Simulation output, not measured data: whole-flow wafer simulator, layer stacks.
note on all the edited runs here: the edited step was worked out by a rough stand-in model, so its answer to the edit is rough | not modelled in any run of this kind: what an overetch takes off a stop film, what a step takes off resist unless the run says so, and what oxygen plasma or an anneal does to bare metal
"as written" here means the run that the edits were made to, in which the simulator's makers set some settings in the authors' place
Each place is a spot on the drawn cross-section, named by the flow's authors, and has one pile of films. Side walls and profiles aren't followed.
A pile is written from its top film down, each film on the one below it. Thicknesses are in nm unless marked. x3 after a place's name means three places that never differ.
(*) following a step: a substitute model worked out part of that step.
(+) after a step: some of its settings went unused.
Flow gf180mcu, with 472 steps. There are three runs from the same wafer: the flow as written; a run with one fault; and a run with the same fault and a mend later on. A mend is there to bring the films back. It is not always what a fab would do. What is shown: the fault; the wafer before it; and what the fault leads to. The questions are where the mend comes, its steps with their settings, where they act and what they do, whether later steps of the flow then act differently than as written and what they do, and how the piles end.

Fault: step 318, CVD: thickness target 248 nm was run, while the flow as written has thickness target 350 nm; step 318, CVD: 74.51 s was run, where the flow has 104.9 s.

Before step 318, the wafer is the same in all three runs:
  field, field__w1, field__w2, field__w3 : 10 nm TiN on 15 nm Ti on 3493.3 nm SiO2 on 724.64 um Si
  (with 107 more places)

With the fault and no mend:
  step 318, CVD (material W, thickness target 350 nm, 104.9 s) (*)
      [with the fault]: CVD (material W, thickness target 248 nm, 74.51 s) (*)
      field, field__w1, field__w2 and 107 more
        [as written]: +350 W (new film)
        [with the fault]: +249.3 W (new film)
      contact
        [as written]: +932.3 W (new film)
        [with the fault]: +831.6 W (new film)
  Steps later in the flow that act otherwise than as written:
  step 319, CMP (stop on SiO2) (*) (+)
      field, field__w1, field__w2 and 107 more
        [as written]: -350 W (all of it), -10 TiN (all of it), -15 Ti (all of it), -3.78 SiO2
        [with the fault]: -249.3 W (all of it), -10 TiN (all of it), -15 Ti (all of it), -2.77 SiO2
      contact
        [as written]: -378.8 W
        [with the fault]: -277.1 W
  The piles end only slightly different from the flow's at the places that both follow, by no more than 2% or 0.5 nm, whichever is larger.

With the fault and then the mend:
  The mend follows step 318.
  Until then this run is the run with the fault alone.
  step 318a, CVD (material W, thickness target 102 nm, 30.58 s) (a further turn of the flow's step 318, with different settings)
      field, field__w1, field__w2 and 108 more
        +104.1 W
  None of the later steps of the flow differs from how it acts as written, at any place that is followed, by more than 2% or 0.5 nm, whichever is larger.
  The piles end only slightly different from the flow's at the places that both follow, by no more than 2% or 0.5 nm, whichever is larger.
